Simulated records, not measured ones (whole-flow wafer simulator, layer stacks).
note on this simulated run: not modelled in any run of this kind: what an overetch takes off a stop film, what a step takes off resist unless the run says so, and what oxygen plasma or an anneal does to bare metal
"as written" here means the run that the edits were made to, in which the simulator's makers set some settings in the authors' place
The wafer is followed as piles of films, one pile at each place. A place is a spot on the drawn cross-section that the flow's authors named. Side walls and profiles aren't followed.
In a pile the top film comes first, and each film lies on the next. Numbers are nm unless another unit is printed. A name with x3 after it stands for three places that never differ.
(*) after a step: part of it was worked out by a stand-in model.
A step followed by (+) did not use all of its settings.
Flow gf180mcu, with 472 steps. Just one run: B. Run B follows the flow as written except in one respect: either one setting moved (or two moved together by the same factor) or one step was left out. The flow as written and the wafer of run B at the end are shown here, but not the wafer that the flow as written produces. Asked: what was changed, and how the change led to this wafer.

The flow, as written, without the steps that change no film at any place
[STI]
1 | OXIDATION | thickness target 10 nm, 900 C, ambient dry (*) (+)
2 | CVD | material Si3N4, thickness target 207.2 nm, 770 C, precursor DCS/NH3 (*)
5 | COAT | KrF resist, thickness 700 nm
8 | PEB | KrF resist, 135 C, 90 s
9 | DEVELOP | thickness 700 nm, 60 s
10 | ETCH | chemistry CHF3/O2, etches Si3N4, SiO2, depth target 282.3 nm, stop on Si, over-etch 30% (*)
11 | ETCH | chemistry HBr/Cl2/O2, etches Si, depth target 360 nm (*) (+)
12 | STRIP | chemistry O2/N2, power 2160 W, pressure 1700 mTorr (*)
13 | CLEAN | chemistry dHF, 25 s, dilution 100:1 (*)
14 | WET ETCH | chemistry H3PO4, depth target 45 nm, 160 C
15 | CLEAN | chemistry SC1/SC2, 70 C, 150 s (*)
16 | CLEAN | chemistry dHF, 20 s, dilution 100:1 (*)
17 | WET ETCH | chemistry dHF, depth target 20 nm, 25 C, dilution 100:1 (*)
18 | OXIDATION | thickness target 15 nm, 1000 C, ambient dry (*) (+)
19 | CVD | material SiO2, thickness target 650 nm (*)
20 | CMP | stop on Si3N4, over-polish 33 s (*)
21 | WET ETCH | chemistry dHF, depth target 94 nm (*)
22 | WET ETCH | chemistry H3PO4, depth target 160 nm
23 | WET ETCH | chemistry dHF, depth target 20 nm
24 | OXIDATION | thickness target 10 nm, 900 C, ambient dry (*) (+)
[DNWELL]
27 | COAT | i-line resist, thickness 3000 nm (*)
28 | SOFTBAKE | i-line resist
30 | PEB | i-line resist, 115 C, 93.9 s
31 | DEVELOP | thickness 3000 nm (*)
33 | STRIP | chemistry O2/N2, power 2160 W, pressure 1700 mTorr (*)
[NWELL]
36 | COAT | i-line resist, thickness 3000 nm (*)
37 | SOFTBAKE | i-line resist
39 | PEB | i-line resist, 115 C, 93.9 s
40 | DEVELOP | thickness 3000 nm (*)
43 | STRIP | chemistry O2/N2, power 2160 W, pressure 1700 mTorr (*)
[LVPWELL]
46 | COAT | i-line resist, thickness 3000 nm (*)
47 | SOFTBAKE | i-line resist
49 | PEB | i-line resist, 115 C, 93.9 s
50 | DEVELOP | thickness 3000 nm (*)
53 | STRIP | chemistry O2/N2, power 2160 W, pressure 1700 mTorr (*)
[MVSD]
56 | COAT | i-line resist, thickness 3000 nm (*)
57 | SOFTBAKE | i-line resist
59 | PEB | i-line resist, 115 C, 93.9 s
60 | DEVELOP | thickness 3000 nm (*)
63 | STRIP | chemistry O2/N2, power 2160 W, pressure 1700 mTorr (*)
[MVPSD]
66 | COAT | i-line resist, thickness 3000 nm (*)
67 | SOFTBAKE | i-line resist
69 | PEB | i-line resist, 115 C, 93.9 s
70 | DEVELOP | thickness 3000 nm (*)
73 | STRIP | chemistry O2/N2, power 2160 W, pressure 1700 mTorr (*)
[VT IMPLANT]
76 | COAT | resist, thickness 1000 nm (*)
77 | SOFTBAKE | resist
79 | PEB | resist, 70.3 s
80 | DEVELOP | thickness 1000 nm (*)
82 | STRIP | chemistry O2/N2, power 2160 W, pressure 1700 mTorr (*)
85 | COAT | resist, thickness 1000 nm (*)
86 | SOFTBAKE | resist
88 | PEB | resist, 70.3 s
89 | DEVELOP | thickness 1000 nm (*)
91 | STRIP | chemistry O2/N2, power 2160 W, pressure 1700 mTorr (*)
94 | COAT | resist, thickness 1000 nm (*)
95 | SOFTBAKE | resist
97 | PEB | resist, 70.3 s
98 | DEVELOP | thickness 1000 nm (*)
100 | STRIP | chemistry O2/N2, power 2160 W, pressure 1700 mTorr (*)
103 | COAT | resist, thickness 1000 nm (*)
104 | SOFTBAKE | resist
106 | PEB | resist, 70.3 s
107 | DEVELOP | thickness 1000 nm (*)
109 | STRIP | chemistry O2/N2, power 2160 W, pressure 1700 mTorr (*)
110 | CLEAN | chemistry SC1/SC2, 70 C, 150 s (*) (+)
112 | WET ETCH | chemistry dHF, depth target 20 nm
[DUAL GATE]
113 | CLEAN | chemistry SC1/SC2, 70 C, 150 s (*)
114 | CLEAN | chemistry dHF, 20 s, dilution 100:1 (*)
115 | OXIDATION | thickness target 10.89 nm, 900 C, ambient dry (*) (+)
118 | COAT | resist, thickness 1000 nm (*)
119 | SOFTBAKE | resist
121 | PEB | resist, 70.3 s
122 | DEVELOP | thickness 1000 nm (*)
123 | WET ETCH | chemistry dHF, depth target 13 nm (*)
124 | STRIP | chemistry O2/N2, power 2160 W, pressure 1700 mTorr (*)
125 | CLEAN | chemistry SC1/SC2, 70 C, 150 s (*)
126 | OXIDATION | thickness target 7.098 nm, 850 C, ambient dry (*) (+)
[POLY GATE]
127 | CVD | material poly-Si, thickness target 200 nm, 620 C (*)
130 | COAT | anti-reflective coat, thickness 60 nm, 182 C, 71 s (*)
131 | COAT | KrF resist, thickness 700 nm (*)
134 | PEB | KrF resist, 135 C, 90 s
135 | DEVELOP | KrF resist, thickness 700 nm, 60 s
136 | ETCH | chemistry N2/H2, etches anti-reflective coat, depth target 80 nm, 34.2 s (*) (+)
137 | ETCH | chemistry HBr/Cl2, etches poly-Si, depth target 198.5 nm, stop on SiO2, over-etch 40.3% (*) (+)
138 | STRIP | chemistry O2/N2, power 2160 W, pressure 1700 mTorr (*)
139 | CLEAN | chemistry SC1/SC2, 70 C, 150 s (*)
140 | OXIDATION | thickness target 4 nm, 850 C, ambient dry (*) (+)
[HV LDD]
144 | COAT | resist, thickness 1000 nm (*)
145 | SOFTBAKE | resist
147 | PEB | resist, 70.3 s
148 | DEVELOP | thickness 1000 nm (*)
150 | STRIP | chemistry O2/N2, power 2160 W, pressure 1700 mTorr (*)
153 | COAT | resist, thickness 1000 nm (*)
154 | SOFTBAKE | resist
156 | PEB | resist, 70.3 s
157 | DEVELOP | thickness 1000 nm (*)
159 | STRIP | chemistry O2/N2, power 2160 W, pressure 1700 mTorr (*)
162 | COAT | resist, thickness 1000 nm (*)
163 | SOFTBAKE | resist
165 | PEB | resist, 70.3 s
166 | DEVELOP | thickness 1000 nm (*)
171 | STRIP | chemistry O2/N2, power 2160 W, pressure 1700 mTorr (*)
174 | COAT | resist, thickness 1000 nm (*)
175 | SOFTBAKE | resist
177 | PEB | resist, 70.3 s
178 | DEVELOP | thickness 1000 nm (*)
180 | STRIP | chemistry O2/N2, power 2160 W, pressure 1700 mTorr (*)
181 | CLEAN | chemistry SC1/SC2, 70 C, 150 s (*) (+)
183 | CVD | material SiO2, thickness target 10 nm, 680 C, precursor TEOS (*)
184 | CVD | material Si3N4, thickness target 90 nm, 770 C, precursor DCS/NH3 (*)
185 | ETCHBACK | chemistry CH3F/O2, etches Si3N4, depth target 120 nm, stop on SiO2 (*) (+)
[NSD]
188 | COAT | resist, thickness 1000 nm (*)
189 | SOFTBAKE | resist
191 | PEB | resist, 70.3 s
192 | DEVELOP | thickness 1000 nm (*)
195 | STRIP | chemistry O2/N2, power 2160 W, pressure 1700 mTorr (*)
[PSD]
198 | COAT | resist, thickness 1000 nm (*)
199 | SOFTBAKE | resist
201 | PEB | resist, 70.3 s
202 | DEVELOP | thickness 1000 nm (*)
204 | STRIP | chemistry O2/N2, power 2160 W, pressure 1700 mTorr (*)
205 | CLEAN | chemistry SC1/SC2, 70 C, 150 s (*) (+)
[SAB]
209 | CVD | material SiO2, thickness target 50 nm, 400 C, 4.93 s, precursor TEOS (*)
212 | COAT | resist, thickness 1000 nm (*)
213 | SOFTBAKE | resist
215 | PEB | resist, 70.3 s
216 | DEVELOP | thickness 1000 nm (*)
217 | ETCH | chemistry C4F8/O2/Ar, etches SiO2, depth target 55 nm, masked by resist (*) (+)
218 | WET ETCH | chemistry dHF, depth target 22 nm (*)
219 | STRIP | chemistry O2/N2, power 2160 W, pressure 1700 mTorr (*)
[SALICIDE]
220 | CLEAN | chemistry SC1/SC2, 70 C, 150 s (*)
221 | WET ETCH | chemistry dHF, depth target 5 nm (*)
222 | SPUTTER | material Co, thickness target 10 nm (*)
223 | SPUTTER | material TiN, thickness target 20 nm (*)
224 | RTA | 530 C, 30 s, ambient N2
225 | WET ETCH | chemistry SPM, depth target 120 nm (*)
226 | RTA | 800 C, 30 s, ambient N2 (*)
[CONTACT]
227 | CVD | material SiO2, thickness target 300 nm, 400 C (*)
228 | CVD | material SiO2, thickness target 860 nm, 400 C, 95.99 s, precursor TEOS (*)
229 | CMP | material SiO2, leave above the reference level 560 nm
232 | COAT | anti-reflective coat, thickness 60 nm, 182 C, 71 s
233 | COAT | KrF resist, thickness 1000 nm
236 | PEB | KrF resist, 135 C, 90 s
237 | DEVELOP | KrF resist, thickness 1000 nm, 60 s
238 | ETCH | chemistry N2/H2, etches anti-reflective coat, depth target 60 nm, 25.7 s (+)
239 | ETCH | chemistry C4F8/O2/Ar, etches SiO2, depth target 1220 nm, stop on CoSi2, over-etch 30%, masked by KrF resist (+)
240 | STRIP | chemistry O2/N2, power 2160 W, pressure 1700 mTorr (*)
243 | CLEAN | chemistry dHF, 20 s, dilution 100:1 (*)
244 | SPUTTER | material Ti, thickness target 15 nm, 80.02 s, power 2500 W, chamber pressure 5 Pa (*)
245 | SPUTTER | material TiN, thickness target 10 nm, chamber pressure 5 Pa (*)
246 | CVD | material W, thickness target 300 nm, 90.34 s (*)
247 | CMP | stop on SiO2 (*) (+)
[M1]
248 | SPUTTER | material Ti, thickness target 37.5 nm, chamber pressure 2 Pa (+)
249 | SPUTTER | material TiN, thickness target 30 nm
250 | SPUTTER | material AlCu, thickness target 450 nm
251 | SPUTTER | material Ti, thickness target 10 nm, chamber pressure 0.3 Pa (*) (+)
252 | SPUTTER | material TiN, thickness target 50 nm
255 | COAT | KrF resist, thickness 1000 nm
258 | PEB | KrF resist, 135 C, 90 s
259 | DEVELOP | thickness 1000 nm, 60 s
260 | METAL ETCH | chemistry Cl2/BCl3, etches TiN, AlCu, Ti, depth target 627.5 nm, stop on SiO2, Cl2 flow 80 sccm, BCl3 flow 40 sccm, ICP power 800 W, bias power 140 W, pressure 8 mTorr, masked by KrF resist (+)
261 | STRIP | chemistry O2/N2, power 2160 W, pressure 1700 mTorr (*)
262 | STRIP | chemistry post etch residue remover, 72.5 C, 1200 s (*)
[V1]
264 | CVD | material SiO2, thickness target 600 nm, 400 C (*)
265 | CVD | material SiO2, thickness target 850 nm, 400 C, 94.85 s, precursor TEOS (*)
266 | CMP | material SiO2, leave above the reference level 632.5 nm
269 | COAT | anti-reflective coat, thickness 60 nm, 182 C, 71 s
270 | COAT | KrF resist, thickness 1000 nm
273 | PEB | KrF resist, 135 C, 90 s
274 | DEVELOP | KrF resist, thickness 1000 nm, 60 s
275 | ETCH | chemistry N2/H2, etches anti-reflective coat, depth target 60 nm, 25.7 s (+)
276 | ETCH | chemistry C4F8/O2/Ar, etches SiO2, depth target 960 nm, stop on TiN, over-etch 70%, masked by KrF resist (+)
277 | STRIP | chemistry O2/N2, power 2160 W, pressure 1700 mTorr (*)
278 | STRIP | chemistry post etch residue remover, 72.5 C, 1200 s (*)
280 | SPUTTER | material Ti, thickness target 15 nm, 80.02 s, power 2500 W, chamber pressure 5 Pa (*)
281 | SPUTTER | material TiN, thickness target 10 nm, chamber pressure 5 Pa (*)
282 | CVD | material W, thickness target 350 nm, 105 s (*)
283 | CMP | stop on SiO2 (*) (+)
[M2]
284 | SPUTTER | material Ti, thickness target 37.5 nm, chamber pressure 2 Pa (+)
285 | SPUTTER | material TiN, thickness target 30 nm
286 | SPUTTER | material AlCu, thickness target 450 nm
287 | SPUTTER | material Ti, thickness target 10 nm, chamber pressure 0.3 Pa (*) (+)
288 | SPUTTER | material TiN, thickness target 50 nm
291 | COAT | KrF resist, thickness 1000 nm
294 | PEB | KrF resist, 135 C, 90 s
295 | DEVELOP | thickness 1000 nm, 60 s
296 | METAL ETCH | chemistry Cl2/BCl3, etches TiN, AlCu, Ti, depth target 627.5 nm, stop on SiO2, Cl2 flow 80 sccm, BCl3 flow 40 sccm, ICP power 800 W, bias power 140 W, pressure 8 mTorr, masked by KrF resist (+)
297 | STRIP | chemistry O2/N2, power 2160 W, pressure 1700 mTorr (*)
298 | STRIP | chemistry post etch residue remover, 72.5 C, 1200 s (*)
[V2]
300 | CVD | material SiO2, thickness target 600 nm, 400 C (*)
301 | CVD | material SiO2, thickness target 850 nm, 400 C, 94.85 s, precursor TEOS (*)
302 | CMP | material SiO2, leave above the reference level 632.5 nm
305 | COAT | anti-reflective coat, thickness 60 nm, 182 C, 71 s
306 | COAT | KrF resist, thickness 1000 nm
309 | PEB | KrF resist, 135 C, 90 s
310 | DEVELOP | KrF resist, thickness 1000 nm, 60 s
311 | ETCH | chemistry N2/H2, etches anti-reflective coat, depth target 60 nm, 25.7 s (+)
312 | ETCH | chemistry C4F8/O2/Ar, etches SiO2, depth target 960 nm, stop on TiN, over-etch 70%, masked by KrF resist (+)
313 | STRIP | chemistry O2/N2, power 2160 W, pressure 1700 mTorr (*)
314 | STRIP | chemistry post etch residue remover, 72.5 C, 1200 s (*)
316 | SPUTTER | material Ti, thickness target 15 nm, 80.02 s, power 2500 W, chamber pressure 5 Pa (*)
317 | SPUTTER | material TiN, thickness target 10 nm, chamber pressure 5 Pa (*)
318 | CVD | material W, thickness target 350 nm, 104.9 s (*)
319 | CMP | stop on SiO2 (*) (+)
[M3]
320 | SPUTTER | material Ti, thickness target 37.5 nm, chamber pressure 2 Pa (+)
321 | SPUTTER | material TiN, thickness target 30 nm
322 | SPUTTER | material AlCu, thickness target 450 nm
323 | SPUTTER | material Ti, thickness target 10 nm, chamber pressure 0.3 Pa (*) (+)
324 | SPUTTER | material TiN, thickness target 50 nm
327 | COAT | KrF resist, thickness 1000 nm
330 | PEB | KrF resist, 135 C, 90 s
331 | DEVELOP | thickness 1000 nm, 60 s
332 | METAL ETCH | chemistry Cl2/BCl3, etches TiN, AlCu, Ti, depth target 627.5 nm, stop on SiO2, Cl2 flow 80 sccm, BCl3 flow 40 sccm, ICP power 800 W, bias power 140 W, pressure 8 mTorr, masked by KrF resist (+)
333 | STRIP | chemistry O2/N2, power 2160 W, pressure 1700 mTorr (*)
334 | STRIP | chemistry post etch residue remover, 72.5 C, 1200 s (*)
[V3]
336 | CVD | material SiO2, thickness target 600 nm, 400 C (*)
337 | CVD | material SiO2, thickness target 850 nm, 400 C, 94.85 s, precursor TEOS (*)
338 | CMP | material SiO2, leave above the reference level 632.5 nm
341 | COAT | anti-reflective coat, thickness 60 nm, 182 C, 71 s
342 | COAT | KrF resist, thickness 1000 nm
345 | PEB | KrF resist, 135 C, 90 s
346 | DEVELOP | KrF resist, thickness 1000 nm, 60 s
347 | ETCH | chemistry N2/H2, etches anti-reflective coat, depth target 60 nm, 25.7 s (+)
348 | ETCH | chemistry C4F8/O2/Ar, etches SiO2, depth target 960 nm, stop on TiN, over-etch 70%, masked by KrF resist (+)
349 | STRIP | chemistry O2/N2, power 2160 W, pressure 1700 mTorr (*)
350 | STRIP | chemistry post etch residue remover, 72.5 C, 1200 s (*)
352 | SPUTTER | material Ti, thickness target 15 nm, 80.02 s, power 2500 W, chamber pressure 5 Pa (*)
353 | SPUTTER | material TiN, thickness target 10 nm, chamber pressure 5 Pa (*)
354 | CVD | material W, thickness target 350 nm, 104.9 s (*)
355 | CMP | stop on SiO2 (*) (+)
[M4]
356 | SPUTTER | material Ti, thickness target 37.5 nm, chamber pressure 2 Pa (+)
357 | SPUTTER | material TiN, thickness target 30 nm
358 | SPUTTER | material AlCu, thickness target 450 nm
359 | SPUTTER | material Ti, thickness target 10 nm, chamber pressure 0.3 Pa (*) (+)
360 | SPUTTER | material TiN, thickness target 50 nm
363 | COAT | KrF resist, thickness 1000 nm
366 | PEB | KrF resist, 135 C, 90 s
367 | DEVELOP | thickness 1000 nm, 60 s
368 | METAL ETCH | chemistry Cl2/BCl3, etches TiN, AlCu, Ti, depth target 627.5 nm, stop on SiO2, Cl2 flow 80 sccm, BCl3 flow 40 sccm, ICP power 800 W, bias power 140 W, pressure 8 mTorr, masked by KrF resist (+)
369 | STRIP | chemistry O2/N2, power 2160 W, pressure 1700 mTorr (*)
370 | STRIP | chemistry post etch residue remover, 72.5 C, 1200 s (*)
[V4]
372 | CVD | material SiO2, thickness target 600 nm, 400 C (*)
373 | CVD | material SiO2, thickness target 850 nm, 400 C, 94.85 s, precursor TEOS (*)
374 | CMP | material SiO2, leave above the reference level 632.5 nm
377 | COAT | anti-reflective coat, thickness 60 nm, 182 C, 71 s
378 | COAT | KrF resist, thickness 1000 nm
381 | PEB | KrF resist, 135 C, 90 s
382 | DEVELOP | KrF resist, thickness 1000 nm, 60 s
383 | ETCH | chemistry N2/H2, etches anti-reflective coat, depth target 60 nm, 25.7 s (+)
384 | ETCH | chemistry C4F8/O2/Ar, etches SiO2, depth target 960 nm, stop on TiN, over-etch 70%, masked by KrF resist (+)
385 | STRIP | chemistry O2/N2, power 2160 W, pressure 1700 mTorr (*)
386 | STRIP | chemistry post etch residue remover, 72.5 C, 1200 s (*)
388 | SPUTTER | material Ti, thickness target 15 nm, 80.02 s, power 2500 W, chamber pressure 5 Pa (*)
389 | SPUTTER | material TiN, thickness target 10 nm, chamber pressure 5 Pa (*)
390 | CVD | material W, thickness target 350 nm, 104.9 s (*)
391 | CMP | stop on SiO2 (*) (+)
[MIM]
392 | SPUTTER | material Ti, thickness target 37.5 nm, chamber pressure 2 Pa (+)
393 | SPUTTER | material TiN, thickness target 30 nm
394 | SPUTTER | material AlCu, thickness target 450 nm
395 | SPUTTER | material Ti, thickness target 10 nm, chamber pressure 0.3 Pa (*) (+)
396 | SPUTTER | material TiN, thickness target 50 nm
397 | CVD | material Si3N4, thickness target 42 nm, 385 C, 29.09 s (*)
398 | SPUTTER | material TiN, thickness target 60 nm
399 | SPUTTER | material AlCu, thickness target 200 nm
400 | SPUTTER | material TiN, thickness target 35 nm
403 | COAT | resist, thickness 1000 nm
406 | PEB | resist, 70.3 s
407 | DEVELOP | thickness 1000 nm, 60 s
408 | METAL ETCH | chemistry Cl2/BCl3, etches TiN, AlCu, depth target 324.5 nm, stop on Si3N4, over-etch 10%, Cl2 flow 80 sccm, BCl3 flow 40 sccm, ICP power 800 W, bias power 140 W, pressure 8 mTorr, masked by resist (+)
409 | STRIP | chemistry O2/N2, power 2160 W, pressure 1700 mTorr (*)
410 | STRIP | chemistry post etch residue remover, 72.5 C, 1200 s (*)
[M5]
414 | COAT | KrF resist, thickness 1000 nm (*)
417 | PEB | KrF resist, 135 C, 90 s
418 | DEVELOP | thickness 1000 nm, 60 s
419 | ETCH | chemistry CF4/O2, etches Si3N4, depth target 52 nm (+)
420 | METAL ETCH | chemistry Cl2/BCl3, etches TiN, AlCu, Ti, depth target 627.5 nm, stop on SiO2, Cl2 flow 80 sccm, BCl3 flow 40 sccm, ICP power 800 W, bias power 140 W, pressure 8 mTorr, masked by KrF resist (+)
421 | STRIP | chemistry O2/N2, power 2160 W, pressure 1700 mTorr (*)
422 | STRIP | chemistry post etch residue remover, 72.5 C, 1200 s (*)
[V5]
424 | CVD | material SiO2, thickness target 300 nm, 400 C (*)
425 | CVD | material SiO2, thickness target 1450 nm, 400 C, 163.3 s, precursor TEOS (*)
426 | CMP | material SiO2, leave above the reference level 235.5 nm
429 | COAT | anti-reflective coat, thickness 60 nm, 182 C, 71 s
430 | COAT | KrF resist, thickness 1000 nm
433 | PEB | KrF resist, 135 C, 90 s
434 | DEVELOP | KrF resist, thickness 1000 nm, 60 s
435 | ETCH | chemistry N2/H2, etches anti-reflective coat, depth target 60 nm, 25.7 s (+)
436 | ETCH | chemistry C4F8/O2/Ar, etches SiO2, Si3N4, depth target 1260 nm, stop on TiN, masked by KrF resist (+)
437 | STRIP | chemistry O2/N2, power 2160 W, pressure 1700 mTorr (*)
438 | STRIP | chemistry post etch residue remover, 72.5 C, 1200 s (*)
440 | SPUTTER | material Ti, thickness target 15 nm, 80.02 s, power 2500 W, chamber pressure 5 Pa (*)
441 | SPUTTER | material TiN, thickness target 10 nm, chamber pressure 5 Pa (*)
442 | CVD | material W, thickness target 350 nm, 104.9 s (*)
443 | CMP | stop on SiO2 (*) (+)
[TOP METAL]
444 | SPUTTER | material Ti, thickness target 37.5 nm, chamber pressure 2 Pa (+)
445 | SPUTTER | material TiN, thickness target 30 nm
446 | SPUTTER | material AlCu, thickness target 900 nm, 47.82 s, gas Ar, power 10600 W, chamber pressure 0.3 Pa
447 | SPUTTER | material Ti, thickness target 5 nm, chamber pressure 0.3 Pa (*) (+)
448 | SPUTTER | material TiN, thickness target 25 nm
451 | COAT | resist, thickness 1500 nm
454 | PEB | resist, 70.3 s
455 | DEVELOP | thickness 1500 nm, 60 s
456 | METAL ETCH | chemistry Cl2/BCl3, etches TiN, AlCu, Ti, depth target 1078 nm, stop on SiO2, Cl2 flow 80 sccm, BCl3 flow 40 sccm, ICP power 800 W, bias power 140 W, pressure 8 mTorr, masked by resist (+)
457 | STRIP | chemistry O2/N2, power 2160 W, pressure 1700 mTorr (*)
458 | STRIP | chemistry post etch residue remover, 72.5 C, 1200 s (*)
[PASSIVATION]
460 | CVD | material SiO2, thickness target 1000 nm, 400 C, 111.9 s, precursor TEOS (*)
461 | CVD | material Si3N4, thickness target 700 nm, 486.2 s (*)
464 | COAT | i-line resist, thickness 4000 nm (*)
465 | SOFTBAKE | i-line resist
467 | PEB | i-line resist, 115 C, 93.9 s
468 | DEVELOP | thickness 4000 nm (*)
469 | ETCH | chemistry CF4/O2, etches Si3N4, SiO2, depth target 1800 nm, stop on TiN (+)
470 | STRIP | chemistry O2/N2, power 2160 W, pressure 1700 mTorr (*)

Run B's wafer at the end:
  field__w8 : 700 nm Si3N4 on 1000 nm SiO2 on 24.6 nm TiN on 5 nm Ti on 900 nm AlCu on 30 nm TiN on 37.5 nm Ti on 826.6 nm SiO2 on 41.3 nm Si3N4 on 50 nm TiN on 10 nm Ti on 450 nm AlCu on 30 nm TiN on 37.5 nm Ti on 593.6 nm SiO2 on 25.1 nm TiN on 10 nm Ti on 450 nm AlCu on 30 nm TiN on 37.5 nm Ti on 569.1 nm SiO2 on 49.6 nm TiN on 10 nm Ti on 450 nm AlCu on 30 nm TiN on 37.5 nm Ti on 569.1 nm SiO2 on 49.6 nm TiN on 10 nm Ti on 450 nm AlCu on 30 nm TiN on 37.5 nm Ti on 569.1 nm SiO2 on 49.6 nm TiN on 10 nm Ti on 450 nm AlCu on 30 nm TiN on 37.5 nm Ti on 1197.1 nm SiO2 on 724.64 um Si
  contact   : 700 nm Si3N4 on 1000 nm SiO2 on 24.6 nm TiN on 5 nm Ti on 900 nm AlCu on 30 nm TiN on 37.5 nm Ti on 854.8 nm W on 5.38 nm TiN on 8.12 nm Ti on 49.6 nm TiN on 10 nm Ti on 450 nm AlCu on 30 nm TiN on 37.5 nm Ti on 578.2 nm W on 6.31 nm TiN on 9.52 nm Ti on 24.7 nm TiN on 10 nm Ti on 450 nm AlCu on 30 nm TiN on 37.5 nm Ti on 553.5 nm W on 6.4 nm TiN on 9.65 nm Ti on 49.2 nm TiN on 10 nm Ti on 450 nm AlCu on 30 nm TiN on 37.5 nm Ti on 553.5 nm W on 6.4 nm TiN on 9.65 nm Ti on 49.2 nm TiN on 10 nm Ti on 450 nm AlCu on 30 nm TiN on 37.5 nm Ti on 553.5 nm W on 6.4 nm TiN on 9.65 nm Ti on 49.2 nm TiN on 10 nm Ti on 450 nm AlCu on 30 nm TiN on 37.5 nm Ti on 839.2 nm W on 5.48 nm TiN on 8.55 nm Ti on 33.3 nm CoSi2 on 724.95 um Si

The reason: step 360, SPUTTER: thickness target 25.5 nm was run, whereas the flow has thickness target 50 nm.

How this came from the change, step by step:
  360 | SPUTTER | material TiN, thickness target 50 nm
      field, field__w1, field__w2 and 108 more: +25.5 TiN (new film) (in the flow as written it would be: +50 TiN (new film))
  368 | METAL ETCH | chemistry Cl2/BCl3, etches TiN, AlCu, Ti, depth target 627.5 nm, stop on SiO2, Cl2 flow 80 sccm, BCl3 flow 40 sccm, ICP power 800 W, bias power 140 W, pressure 8 mTorr, masked by KrF resist (+)
      field, field__w1, field__w2 and 103 more: -25.5 TiN (all of it), -10 Ti (all of it), -450 AlCu (all of it), -30 TiN (all of it), -37.5 Ti (all of it) (in the flow as written it would be: -50 TiN (all of it), -10 Ti (all of it), -450 AlCu (all of it), -30 TiN (all of it), -37.5 Ti (all of it))
  374 | CMP | material SiO2, leave above the reference level 632.5 nm
      field__w8, contact, m1, m1__w1, m1_nw: -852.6 SiO2 (in the flow as written it would be: -877.1 SiO2)
  384 | ETCH | chemistry C4F8/O2/Ar, etches SiO2, depth target 960 nm, stop on TiN, over-etch 70%, masked by KrF resist (+)
      contact: -597 SiO2 (all of it) (in the flow as written it would be: -572.5 SiO2 (all of it))
  390 | CVD | material W, thickness target 350 nm, 104.9 s (*)
      contact: +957 W (new film) (in the flow as written it would be: +932.3 W (new film))
